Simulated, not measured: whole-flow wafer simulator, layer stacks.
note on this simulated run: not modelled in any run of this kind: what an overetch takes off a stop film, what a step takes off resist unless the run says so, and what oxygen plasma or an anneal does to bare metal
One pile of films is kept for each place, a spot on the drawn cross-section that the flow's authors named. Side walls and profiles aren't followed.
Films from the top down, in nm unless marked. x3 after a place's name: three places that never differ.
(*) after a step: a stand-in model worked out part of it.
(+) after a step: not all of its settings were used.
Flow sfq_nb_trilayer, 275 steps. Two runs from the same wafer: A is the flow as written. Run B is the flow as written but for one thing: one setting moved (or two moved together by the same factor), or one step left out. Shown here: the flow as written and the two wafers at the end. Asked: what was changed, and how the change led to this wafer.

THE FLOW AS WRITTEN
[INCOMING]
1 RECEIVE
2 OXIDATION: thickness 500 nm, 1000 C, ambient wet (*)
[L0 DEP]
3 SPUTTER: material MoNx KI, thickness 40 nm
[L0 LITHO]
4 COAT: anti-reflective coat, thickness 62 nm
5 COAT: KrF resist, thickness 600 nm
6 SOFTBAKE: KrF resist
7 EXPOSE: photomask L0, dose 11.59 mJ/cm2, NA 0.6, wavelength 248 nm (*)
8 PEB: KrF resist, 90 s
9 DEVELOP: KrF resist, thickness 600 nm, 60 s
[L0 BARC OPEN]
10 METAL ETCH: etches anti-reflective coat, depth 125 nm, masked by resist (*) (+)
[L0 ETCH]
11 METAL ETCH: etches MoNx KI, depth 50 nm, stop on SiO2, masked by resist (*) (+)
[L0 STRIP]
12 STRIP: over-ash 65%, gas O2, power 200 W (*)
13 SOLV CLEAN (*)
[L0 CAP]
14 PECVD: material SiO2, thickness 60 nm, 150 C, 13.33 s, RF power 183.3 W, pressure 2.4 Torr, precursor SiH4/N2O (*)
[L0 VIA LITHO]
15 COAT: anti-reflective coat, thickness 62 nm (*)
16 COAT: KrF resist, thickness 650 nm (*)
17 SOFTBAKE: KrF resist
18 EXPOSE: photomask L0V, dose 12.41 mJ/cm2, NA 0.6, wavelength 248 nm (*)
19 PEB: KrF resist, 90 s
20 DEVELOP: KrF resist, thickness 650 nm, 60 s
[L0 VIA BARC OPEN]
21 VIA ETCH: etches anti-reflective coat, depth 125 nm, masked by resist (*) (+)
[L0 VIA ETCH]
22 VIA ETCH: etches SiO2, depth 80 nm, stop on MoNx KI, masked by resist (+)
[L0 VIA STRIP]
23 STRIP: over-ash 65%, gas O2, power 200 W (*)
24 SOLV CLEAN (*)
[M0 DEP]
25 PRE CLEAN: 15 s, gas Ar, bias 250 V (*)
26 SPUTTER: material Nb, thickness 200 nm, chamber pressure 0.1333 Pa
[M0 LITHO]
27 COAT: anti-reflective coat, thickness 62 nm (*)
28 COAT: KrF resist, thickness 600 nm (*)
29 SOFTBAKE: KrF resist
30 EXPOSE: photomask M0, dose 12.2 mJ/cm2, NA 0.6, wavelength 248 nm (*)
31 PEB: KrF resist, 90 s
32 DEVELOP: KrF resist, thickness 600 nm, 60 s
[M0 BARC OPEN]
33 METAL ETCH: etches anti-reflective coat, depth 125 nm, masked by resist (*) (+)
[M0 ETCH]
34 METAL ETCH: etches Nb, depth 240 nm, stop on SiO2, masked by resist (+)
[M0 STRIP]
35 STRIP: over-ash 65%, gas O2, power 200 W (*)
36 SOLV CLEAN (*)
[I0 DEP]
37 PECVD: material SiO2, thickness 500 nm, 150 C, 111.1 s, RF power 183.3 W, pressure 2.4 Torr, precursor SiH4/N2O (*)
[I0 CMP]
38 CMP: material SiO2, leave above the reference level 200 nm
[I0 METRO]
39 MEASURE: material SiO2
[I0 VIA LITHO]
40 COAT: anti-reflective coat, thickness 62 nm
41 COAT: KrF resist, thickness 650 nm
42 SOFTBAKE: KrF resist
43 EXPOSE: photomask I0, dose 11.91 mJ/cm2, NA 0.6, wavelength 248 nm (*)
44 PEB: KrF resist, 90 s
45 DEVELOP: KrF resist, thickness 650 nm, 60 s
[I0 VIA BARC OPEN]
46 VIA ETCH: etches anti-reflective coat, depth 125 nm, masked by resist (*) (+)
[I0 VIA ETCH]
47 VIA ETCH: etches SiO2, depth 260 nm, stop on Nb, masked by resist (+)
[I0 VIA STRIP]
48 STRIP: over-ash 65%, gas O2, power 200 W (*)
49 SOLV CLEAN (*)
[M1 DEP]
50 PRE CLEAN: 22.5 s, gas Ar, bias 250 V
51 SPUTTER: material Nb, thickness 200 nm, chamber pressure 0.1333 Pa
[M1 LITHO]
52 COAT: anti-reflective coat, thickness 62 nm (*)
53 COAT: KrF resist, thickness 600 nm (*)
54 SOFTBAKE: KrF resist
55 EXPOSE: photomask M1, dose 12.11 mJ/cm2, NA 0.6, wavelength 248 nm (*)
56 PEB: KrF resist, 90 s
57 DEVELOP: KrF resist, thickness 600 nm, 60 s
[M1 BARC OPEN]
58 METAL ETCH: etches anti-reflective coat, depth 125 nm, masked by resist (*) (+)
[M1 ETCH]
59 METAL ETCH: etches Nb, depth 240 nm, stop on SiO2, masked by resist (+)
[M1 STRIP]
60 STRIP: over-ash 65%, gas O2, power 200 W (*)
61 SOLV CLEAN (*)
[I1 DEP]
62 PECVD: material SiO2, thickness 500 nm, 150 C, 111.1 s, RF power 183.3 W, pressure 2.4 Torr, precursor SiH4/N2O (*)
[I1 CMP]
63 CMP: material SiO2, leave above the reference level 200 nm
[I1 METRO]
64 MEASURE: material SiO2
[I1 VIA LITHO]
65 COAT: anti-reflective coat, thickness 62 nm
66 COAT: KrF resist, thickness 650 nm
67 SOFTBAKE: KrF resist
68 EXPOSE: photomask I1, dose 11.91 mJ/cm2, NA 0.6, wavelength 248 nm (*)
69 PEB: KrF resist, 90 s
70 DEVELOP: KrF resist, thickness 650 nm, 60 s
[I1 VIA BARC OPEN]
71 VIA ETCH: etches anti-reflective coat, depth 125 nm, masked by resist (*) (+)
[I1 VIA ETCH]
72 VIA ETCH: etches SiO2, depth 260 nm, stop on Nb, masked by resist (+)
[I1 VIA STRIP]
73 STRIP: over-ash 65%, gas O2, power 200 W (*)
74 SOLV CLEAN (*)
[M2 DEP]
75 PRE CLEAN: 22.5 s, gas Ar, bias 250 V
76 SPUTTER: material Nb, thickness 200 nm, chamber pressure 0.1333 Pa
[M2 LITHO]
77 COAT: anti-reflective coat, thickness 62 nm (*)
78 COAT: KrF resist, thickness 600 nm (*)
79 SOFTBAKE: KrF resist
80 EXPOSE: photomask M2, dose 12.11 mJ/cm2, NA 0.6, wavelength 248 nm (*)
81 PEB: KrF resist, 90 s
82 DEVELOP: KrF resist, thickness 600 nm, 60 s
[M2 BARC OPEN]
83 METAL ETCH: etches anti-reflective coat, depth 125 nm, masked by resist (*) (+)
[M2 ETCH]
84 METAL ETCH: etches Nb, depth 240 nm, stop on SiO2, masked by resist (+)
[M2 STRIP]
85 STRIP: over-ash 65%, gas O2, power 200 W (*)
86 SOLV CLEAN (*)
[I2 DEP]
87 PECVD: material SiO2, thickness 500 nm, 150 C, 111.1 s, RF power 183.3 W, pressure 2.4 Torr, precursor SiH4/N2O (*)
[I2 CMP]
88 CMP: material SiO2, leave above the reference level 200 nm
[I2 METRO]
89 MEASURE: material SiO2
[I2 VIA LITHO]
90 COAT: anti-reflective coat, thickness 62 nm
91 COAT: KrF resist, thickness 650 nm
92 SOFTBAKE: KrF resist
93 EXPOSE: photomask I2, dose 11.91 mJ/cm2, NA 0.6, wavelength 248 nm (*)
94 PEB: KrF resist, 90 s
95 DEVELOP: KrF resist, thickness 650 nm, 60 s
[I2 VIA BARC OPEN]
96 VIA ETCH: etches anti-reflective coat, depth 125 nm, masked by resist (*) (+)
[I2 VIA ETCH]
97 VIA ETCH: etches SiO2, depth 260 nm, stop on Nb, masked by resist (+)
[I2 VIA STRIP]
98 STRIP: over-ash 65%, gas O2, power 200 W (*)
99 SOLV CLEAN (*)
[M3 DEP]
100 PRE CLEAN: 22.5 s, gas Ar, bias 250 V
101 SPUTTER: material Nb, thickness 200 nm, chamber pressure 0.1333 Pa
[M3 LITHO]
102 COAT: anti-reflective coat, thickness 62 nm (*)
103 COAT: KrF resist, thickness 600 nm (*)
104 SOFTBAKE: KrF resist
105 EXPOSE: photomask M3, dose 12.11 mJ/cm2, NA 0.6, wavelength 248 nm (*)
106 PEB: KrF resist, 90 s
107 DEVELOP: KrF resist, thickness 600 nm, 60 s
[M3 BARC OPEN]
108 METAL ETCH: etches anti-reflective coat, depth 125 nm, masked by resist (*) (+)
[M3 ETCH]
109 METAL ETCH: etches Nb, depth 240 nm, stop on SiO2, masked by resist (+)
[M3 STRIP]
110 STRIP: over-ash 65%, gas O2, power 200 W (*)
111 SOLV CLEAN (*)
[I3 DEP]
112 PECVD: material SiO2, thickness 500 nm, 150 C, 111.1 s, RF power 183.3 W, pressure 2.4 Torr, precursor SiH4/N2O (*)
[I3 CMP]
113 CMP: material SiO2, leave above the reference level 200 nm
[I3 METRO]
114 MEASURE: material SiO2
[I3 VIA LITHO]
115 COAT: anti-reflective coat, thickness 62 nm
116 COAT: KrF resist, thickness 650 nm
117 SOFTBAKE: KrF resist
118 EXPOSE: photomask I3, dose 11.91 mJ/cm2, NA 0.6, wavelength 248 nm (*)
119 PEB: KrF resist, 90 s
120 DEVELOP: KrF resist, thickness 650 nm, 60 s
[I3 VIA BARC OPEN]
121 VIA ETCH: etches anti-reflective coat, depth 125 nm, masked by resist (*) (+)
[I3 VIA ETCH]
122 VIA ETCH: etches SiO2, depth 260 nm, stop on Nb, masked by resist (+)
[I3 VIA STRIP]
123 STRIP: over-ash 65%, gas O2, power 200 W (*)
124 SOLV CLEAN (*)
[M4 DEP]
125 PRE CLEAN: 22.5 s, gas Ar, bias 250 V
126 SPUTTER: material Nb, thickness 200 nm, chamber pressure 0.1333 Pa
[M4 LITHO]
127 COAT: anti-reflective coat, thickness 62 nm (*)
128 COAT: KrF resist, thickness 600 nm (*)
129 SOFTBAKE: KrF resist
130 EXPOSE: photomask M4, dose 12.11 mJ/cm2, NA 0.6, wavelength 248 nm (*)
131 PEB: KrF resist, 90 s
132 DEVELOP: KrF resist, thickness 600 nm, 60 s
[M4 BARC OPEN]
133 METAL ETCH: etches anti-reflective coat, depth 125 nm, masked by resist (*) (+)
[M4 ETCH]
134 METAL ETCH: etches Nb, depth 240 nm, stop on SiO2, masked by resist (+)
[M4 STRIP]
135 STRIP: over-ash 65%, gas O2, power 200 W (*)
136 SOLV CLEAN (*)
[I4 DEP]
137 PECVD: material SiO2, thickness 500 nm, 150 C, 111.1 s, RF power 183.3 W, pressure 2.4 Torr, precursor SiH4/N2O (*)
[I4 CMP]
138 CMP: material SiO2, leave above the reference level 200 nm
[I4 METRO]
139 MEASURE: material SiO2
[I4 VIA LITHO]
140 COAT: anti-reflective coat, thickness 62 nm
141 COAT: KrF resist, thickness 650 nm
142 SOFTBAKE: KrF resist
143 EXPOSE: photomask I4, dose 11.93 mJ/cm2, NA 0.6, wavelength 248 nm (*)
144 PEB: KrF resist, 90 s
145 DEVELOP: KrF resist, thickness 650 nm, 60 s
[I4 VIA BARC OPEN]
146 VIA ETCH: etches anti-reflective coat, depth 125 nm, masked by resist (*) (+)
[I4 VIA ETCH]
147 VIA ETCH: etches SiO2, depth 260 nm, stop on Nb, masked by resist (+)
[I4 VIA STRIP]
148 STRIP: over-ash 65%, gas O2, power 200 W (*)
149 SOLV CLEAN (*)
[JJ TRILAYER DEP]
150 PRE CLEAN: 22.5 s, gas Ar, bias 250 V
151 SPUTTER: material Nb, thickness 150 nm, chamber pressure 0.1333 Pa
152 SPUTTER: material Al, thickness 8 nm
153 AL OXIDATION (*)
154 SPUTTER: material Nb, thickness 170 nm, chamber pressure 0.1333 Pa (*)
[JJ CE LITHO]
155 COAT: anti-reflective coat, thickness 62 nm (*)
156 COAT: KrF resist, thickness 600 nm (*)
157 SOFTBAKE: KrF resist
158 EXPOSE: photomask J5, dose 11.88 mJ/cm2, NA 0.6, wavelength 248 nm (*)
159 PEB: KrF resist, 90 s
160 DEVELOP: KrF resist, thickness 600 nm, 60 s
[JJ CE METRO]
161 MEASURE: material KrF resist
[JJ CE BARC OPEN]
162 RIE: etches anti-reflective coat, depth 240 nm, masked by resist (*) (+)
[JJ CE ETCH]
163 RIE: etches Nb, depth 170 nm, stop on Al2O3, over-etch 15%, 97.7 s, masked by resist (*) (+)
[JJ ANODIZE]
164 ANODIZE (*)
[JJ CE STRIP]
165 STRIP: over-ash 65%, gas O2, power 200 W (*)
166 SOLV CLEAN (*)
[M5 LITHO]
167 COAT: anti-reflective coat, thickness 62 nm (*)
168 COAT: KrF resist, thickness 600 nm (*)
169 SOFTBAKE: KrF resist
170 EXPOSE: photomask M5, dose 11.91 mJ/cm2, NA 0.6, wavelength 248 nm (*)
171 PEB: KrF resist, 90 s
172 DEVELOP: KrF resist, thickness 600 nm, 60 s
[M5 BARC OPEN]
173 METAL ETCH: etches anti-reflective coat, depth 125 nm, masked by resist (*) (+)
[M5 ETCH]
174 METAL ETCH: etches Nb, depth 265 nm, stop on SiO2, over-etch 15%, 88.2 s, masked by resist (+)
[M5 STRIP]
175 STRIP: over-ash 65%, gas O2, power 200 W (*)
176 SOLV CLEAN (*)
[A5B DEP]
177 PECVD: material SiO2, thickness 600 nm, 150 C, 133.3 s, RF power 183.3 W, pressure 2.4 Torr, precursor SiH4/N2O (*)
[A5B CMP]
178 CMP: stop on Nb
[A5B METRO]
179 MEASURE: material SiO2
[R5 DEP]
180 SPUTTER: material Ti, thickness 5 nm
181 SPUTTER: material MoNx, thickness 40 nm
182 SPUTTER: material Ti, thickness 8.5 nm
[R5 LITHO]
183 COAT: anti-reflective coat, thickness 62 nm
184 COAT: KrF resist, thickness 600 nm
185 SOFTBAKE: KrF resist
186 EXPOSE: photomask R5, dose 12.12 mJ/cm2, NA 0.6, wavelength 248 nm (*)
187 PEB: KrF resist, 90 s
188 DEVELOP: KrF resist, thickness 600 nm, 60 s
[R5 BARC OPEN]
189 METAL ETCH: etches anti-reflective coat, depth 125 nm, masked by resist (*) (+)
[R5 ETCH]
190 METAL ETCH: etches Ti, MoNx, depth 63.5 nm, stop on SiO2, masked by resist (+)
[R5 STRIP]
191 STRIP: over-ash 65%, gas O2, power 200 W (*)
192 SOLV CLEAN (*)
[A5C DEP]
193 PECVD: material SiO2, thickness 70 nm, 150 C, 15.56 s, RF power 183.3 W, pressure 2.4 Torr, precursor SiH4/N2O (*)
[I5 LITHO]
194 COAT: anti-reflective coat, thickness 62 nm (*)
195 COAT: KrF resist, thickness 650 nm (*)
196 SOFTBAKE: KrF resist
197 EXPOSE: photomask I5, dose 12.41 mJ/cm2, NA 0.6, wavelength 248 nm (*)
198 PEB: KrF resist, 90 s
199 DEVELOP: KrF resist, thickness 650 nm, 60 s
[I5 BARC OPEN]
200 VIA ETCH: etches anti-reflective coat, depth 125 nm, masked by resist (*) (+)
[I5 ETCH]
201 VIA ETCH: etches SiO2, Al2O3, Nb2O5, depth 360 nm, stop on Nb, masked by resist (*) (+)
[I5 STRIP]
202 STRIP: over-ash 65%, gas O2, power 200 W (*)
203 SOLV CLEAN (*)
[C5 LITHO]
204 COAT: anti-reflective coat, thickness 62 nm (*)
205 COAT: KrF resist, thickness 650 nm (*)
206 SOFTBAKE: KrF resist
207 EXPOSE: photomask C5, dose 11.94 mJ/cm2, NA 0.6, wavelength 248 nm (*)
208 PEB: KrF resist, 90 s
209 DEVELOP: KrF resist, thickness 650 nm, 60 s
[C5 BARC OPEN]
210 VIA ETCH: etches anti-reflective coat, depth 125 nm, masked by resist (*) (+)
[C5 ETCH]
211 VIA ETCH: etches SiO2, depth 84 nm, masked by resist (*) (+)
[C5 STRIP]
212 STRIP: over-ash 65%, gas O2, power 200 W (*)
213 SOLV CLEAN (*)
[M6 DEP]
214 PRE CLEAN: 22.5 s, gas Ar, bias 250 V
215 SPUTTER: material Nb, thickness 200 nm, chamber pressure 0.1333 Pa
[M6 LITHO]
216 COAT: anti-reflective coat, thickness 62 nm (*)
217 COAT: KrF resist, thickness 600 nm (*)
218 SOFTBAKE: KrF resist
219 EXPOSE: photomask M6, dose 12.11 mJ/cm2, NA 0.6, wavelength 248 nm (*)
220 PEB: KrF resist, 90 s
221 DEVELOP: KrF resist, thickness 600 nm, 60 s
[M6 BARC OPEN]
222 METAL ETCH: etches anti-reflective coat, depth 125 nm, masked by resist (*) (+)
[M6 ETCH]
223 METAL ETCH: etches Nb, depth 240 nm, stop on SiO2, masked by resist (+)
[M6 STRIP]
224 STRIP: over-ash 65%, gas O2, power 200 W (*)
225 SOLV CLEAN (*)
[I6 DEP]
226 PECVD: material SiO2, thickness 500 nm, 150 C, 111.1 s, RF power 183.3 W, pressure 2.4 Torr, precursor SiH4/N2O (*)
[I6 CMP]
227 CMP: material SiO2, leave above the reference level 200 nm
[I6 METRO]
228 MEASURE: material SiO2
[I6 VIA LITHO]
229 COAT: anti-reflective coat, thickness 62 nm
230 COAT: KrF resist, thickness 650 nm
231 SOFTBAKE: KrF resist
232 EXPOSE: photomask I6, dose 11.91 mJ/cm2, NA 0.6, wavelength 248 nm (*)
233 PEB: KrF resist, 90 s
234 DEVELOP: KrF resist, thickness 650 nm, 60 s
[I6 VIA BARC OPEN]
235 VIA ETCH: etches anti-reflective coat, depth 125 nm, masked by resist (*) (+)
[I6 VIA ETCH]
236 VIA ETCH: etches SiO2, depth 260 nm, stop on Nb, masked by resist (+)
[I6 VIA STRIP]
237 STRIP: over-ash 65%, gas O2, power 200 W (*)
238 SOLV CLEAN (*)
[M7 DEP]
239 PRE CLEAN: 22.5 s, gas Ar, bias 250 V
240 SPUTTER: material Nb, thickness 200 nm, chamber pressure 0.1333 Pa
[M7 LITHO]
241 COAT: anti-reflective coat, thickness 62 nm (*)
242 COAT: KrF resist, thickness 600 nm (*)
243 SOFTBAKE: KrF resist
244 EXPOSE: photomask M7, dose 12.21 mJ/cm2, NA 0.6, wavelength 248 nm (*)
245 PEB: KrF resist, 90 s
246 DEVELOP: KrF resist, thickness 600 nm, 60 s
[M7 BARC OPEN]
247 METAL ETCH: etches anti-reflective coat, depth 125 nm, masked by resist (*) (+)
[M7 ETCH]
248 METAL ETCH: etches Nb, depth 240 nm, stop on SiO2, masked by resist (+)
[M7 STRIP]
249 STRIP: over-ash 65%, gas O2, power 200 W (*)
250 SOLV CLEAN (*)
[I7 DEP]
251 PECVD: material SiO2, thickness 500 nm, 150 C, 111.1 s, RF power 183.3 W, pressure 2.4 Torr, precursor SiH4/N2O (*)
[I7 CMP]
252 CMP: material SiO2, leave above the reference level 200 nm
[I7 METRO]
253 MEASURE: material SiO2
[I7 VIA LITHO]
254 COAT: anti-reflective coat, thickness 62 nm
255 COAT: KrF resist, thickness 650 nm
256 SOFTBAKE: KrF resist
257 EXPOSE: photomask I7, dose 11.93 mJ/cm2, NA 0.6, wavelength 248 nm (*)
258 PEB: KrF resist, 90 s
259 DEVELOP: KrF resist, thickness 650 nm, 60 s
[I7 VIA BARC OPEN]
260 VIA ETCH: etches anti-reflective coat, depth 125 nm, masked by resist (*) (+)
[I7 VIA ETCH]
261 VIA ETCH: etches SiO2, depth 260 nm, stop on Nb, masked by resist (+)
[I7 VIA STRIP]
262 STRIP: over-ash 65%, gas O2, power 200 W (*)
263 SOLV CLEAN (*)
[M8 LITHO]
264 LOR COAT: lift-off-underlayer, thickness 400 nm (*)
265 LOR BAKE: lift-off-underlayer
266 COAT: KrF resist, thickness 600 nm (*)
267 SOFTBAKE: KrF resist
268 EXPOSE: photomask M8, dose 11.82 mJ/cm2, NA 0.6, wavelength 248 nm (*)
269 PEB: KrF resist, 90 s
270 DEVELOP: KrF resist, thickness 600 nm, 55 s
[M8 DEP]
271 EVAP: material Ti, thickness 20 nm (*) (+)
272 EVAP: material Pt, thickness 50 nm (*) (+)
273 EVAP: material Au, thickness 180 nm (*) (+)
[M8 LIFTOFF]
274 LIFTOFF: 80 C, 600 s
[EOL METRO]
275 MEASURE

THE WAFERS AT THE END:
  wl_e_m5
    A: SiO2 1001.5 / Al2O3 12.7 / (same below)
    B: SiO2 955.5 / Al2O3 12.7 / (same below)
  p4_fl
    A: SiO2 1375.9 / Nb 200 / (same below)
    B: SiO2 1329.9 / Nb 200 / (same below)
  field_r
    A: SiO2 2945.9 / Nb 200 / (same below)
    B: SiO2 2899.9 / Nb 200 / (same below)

The cause: step 227, CMP: leave above the reference level 154 nm was run, where the flow has leave above the reference level 200 nm.

How the change led to this, step by step:
  227 CMP: material SiO2, leave above the reference level 200 nm
      field_l, p4_fl, p4_fm and 59 more: A SiO2 -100 | B SiO2 -146
      v_sur, via_wl, via_w and 15 more: A SiO2 -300 | B SiO2 -346
      (and at 26 more places)
  236 VIA ETCH: etches SiO2, depth 260 nm, stop on Nb, masked by resist (+)
      field_l, v_sur, via_wl and 102 more: A KrF resist -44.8 | B KrF resist -39.8
      via_v: A SiO2 -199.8 (all of it) | B SiO2 -153.8 (all of it)
  240 SPUTTER: material Nb, thickness 200 nm, chamber pressure 0.1333 Pa
      via_v: A Nb +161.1 | B Nb +172.2
  241 COAT: anti-reflective coat, thickness 62 nm (*)
      via_v: A anti-reflective coat +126 (new film) | B anti-reflective coat +114.3 (new film)
  242 COAT: KrF resist, thickness 600 nm (*)
      via_v: A KrF resist +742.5 (new film) | B KrF resist +704.5 (new film)
  249 STRIP: over-ash 65%, gas O2, power 200 W (*)
      via_v: A KrF resist -524.5 (all of it), anti-reflective coat -126 (all of it) | B KrF resist -486.6 (all of it), anti-reflective coat -114.3 (all of it)
  251 PECVD: material SiO2, thickness 500 nm, 150 C, 111.1 s, RF power 183.3 W, pressure 2.4 Torr, precursor SiH4/N2O (*)
      via_v: A SiO2 +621 (new film) | B SiO2 +537.8 (new film)
  252 CMP: material SiO2, leave above the reference level 200 nm
      via_v: A SiO2 -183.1 | B SiO2 -157.1
